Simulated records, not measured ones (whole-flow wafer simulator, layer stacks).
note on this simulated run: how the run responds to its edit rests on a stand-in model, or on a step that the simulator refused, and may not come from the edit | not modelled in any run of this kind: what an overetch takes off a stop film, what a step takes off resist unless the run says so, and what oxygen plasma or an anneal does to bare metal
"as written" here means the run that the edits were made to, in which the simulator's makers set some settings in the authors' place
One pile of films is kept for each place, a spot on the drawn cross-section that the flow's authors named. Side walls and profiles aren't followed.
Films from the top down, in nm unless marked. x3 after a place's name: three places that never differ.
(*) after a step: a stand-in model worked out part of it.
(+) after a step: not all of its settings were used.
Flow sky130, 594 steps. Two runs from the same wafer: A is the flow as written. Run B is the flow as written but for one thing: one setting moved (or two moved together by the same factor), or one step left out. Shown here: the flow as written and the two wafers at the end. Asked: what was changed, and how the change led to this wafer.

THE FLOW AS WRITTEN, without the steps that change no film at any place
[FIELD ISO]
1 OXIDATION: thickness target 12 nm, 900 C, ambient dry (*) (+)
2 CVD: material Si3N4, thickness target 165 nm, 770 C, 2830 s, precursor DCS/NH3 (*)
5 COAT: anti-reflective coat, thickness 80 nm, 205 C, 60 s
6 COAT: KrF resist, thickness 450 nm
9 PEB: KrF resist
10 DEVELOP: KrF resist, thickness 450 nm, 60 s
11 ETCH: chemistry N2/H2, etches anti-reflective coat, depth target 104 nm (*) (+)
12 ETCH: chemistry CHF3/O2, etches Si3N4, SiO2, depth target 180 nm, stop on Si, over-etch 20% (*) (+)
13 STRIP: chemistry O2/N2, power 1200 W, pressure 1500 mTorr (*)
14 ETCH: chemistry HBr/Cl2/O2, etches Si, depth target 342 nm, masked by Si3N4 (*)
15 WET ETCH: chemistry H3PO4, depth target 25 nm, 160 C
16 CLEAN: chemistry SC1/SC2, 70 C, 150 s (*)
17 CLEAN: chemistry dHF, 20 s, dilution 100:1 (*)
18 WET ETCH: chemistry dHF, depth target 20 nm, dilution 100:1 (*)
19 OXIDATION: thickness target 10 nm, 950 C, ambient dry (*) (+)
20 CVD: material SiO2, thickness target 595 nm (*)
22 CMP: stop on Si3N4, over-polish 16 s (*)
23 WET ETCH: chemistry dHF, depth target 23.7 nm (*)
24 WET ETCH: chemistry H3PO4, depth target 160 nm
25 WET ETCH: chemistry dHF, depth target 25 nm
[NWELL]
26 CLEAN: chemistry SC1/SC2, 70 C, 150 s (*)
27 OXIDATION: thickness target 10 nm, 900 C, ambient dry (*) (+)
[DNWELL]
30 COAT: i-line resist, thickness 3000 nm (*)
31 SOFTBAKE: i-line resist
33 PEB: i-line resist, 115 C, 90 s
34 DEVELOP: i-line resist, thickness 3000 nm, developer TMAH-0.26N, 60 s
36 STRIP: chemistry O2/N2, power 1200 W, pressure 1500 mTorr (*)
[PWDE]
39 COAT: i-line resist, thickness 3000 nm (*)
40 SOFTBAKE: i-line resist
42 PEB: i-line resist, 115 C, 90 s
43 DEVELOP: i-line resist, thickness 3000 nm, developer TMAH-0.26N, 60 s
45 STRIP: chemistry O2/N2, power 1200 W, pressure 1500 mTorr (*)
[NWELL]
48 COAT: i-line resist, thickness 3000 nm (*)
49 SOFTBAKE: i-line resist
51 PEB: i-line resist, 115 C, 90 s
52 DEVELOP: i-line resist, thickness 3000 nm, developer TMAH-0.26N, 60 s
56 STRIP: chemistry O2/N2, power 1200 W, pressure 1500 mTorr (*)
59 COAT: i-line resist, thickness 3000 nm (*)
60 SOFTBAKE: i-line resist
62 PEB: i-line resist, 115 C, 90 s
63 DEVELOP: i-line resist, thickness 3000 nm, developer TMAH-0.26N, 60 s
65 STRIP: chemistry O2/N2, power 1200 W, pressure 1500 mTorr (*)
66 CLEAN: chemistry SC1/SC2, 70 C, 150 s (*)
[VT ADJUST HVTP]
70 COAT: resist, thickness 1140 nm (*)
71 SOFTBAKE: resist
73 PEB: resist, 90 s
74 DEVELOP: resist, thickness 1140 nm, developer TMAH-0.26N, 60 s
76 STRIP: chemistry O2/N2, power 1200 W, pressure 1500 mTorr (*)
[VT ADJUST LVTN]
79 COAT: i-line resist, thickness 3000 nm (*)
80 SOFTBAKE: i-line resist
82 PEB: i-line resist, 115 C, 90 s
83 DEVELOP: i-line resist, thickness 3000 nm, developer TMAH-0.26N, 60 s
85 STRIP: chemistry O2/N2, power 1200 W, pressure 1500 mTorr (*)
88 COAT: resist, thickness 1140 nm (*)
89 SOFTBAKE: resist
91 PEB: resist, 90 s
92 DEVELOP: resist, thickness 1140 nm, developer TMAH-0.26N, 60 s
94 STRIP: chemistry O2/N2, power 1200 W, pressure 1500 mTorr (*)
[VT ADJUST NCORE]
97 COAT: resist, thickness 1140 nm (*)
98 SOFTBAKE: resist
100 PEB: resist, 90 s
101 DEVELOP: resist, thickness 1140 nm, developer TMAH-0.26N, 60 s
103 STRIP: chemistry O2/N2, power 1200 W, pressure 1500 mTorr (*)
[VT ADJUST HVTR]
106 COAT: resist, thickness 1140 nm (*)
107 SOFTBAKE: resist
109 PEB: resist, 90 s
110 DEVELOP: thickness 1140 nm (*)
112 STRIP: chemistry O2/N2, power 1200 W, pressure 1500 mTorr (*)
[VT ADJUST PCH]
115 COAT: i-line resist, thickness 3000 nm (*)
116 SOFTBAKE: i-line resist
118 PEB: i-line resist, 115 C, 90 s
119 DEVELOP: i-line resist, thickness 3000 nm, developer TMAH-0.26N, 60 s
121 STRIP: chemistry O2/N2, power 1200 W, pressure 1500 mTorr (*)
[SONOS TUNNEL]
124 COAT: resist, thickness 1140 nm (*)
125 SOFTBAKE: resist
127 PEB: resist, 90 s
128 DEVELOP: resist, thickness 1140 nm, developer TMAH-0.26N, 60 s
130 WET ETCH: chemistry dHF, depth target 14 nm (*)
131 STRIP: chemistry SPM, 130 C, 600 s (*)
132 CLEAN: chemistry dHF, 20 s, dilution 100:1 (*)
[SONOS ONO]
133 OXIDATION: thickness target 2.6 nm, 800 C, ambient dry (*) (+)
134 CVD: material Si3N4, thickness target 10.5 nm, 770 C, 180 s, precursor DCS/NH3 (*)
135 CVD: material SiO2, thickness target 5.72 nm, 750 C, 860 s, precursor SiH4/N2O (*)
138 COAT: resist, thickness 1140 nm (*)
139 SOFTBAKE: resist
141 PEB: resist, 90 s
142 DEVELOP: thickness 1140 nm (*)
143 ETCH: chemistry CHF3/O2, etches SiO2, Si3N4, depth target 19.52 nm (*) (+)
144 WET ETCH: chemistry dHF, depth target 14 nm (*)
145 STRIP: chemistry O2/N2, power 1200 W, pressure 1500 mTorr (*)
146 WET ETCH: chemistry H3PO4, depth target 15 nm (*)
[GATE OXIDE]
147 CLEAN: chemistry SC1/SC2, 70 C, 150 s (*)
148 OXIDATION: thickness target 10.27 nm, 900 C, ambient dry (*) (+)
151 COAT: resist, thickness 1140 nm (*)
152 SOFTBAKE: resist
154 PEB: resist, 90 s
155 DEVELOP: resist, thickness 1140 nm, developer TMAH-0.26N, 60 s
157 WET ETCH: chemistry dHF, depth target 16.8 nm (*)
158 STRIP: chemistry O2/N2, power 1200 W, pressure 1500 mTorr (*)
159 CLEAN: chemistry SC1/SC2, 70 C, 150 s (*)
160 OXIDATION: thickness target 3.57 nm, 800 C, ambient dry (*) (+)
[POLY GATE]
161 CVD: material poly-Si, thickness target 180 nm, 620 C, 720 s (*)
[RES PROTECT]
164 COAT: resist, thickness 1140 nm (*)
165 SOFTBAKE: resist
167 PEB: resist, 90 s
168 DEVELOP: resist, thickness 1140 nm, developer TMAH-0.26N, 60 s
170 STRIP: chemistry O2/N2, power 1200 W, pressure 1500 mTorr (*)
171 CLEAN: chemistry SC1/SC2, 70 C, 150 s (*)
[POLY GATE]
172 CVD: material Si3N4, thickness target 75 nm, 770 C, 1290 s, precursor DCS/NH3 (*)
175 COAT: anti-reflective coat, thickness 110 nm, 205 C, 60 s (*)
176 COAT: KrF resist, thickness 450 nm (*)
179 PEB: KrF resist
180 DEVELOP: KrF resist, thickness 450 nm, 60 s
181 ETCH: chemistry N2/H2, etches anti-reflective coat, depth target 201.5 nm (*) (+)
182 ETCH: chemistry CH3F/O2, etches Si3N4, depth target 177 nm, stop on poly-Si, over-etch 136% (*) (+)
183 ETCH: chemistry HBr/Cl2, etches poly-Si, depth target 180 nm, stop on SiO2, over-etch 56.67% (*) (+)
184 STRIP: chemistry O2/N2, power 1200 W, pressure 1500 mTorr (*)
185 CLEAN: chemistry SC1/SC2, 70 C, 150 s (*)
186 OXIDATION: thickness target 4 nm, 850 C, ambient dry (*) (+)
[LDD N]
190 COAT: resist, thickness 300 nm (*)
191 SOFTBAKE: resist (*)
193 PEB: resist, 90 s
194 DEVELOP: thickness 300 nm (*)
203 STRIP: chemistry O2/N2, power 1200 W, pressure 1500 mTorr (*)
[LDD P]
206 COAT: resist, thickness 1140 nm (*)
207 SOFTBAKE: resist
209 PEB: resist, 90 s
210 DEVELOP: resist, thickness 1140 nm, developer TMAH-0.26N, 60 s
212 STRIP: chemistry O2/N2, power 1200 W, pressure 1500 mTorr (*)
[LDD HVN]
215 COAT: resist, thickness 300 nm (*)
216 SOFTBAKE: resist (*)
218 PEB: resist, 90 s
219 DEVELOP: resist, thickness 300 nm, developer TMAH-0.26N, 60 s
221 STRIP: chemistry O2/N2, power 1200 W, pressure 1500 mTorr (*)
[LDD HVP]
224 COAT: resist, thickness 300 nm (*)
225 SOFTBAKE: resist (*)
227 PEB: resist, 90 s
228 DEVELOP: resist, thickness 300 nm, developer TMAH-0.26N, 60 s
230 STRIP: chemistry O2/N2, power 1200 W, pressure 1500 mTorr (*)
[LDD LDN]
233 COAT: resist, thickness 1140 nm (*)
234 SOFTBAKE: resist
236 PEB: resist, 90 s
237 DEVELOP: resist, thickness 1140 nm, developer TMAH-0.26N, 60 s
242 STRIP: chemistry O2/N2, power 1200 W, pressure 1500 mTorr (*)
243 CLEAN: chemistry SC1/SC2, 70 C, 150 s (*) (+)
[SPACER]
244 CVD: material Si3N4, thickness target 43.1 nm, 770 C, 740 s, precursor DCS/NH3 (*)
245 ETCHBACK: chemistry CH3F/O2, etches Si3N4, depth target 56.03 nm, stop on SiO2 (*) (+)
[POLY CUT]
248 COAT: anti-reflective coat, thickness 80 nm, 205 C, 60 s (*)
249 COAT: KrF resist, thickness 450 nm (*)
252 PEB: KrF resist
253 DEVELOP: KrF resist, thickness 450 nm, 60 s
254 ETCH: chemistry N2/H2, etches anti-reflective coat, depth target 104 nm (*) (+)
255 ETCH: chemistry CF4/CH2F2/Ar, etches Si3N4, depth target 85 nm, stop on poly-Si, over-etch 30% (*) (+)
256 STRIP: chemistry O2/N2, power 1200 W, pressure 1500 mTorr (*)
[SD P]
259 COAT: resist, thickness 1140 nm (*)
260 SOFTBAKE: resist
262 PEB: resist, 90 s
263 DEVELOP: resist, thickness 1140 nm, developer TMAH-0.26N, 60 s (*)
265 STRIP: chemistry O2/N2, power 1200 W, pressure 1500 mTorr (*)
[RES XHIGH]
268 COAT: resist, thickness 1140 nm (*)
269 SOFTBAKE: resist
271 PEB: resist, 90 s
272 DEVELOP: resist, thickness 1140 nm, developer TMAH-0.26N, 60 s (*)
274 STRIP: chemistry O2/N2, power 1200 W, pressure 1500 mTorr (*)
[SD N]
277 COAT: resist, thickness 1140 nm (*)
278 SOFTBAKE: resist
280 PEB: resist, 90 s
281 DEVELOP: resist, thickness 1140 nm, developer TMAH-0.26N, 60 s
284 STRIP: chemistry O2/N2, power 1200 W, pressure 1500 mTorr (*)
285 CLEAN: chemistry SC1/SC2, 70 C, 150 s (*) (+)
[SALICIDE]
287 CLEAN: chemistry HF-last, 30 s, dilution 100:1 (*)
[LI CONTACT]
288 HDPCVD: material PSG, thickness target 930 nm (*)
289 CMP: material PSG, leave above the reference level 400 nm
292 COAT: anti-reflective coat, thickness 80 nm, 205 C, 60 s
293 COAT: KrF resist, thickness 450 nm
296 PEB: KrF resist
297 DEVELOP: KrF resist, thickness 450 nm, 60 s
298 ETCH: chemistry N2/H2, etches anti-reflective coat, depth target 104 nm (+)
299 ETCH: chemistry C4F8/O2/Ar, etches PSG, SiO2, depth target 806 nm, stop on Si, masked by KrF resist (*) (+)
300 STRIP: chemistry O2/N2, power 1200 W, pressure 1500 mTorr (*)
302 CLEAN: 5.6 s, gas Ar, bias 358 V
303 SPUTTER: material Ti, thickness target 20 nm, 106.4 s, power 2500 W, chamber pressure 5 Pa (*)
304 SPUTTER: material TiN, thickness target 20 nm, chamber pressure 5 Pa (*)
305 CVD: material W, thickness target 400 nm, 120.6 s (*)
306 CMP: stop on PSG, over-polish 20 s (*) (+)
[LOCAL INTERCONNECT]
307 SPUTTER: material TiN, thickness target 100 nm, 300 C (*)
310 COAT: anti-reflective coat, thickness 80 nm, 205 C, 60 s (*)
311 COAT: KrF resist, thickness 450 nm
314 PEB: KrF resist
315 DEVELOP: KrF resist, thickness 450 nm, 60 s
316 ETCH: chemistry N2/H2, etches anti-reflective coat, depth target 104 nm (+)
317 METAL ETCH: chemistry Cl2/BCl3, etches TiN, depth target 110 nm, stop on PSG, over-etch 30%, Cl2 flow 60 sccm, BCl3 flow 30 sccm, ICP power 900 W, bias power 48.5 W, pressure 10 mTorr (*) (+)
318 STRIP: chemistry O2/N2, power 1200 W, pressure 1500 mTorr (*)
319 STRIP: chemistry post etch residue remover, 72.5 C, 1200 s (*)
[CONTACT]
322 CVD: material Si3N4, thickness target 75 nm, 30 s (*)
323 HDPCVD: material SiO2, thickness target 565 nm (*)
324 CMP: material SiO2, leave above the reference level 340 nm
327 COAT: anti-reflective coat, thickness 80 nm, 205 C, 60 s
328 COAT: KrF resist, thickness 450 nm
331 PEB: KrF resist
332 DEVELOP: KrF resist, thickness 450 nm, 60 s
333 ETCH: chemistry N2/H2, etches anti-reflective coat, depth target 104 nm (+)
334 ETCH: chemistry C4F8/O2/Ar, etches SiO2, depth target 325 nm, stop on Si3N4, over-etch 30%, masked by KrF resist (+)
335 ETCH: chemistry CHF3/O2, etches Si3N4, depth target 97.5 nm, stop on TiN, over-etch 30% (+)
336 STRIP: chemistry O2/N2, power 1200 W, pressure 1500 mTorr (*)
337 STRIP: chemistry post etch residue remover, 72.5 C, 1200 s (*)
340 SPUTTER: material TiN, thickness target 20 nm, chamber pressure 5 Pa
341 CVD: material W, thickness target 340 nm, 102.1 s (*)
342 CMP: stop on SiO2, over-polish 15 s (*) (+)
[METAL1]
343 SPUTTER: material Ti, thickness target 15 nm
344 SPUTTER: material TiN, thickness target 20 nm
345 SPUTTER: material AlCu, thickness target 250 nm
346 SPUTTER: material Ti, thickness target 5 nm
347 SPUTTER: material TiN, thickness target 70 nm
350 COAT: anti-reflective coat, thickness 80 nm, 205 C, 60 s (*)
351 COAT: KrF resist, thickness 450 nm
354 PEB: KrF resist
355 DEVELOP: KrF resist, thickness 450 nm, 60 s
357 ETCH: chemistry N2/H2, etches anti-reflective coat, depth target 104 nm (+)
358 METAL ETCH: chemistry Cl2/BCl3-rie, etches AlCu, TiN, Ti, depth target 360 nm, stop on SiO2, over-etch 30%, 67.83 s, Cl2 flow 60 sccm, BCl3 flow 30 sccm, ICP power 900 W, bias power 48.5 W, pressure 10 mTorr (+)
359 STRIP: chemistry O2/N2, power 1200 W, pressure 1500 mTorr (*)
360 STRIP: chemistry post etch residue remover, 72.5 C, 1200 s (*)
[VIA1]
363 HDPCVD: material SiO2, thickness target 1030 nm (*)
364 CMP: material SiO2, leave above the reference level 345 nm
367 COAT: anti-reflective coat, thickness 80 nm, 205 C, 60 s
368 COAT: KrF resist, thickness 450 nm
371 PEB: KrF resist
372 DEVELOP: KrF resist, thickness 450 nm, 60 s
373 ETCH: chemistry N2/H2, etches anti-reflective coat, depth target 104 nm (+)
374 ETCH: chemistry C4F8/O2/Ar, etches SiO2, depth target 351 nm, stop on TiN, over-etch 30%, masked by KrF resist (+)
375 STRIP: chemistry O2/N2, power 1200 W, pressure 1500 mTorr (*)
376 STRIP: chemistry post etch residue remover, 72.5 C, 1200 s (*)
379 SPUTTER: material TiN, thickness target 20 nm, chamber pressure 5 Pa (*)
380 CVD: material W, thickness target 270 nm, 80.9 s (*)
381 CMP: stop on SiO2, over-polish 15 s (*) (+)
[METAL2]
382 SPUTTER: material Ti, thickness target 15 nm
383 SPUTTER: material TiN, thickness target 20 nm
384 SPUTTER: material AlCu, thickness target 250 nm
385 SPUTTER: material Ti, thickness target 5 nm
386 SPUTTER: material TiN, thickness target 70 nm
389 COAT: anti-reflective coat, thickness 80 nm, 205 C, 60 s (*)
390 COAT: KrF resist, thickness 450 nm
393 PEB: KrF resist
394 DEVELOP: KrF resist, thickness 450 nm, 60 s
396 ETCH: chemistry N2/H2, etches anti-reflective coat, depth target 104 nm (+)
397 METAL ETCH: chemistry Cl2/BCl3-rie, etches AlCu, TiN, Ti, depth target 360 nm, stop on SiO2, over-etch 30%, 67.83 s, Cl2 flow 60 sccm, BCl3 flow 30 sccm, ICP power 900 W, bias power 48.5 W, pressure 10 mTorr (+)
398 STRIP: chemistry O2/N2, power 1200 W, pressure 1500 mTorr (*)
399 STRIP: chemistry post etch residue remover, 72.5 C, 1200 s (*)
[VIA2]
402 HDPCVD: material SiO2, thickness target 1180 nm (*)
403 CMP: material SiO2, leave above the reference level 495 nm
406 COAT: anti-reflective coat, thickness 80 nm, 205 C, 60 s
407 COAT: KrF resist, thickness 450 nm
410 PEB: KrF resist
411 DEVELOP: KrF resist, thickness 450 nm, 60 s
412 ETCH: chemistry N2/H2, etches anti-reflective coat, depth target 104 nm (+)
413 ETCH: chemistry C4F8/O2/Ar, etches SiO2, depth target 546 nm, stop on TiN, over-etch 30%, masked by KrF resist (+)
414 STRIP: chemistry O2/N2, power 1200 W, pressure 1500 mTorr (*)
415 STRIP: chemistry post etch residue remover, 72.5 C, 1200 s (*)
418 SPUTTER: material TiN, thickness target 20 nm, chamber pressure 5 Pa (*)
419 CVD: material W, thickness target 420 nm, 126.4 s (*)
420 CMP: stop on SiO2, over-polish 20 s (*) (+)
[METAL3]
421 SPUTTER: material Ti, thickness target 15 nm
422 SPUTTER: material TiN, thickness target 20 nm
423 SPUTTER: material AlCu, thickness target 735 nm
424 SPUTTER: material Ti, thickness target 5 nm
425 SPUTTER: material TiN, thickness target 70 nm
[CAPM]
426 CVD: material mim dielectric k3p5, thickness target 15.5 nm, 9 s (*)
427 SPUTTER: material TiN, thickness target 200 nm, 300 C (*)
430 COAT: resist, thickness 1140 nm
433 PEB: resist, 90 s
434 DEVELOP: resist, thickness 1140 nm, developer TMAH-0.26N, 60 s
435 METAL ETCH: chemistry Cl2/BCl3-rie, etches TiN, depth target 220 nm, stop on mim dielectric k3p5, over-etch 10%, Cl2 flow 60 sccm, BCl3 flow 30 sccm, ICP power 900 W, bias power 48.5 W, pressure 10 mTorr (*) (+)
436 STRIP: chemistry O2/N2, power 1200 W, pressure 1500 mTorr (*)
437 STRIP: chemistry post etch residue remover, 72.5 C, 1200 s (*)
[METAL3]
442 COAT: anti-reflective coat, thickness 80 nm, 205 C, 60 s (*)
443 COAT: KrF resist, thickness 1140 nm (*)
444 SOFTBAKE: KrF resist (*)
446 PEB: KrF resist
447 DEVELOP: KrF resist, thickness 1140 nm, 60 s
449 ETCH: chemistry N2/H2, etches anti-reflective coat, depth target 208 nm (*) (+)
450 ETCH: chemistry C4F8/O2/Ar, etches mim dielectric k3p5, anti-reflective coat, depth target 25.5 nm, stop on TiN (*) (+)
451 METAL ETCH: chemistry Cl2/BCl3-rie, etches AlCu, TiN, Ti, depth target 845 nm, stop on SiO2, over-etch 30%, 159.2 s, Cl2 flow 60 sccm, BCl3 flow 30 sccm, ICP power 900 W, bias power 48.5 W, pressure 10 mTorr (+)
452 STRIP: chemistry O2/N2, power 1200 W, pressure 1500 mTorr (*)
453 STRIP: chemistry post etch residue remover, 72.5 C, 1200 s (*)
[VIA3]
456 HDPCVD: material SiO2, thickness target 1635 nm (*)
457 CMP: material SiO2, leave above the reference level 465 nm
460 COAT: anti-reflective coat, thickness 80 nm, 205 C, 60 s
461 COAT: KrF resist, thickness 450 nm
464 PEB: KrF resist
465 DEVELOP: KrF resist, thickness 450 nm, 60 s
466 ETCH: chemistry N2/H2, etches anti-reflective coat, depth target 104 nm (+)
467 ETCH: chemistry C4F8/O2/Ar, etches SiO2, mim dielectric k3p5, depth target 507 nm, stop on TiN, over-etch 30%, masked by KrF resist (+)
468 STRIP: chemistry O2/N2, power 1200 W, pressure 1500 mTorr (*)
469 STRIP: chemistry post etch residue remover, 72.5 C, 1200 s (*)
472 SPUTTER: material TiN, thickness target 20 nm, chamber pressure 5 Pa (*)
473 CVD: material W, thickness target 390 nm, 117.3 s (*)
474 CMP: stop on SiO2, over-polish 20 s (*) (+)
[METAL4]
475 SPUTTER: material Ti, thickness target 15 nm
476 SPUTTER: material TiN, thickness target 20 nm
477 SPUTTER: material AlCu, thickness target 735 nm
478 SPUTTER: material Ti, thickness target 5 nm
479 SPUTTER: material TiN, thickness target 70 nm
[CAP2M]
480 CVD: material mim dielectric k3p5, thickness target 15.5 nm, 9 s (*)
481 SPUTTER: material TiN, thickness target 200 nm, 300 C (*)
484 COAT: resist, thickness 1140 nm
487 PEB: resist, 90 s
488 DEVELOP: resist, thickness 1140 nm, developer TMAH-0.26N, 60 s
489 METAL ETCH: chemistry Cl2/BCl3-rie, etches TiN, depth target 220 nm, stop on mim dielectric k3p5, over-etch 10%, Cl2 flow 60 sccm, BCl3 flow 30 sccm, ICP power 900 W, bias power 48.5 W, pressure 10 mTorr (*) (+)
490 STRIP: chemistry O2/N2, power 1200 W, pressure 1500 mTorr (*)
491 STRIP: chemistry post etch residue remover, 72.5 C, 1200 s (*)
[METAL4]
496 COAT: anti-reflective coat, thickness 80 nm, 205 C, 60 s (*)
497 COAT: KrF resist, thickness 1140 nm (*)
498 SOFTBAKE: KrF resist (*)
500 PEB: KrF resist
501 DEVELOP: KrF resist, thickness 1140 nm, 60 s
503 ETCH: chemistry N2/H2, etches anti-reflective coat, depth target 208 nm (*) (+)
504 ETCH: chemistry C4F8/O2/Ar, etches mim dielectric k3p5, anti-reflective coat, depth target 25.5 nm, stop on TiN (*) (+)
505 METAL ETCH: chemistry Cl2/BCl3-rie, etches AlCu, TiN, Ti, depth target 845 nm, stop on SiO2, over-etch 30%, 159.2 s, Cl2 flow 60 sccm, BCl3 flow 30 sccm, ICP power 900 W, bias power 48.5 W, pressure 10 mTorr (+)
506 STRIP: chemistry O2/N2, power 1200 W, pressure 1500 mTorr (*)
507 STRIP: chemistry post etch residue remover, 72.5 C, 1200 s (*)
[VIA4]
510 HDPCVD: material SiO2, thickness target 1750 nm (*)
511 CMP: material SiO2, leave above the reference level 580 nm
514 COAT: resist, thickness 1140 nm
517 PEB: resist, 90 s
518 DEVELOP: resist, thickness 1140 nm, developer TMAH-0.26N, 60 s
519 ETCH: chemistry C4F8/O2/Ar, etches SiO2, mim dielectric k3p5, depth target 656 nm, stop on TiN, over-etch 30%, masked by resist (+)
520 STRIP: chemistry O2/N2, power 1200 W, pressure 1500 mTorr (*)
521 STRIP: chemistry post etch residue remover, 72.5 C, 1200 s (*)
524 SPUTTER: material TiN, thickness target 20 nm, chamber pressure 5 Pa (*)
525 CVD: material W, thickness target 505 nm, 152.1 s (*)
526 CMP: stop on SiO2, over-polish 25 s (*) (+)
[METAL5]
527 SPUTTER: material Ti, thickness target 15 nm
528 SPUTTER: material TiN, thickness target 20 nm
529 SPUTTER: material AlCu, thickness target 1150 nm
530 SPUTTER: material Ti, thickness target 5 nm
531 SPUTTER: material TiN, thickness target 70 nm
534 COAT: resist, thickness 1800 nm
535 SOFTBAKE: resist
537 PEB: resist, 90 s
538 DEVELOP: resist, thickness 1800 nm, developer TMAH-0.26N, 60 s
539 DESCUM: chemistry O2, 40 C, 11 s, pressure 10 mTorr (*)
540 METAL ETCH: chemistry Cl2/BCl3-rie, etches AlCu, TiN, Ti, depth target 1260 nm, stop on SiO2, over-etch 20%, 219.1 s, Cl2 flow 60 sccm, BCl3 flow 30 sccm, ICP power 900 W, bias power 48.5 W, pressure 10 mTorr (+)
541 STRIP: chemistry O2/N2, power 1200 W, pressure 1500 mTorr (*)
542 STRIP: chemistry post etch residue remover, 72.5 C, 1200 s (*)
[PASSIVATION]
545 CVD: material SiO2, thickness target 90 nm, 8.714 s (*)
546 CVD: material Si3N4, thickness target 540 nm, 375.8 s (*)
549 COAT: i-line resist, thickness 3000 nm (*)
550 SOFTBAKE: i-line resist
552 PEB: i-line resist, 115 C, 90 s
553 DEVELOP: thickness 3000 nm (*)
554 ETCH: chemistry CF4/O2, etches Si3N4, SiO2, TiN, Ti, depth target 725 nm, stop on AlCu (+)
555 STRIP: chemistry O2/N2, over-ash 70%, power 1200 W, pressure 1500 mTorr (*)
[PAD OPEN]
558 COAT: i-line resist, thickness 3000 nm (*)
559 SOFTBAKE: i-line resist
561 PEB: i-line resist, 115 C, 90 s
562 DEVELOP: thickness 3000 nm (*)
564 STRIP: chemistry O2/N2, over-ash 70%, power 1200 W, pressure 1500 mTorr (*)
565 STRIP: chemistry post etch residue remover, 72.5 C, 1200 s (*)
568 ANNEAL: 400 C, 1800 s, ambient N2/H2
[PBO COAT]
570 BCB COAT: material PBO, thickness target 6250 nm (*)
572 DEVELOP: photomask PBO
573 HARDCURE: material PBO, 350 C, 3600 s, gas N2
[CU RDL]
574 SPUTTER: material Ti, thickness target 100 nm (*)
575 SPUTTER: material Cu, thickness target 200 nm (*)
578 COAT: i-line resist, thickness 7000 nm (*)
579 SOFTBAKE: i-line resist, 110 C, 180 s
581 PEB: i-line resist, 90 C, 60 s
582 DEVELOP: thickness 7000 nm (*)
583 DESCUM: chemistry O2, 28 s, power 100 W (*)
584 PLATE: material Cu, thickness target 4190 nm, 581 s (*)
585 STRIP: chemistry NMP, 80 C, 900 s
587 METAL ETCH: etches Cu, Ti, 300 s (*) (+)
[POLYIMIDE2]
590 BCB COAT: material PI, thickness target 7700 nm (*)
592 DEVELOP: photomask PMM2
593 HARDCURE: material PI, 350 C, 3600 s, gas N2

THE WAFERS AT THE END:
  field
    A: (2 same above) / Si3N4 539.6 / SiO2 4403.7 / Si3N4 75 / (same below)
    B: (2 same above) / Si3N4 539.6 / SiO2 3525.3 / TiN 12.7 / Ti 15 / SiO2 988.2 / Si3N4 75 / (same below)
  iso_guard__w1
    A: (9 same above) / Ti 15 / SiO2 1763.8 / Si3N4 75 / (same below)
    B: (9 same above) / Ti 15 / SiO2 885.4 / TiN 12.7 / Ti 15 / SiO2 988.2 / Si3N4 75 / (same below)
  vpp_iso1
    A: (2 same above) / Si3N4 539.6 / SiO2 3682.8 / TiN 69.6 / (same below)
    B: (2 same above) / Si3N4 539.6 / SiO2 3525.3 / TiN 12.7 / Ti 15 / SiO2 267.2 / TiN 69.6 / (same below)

The cause: step 384, SPUTTER: thickness target 387.5 nm was run, where the flow has thickness target 250 nm.

How the change led to this, step by step:
  384 SPUTTER: material AlCu, thickness target 250 nm
      field, active, n_well and 188 more: A AlCu +250 (new film) | B AlCu +387.5 (new film)
  397 METAL ETCH: chemistry Cl2/BCl3-rie, etches AlCu, TiN, Ti, depth target 360 nm, stop on SiO2, over-etch 30%, 67.83 s, Cl2 flow 60 sccm, BCl3 flow 30 sccm, ICP power 900 W, bias power 48.5 W, pressure 10 mTorr (+)
      iso_guard, vpp_sp, vpp_guard and 75 more: A TiN -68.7 (all of it), Ti -5 (all of it), AlCu -250 (all of it), TiN -20 (all of it), Ti -15 (all of it), SiO2 -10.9 | B TiN -68.7 (all of it), Ti -5 (all of it), AlCu -387.5 (all of it), TiN -6.83
      field, active, gate, spacer, sonos_cell, sonos_guard, sonos_guard_hv: A TiN -68.7 (all of it), Ti -5 (all of it), AlCu -250 (all of it), TiN -20 (all of it), Ti -15 (all of it), SiO2 -10.9 | B TiN -68.7 (all of it), Ti -5 (all of it), AlCu -387.5 (all of it), TiN -6.84
  402 HDPCVD: material SiO2, thickness target 1180 nm (*)
      field, active, gate and 82 more: A SiO2 +1180 | B SiO2 +1180 (new film)
  403 CMP: material SiO2, leave above the reference level 495 nm
      field, active, gate and 82 more: A SiO2 -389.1 | B SiO2 -290.2
Counting metal films that touch as one body, field has 1 body; the flow as written gives 0 bodies.
Counting metal films that touch as one body, iso_guard__w1 has 2 bodies (between them, from the top down: SiO2 885.4); the flow as written gives 1 body.
Counting metal films that touch as one body, vpp_iso1 has 2 bodies (between them, from the top down: SiO2 267.2); the flow as written gives 1 body.
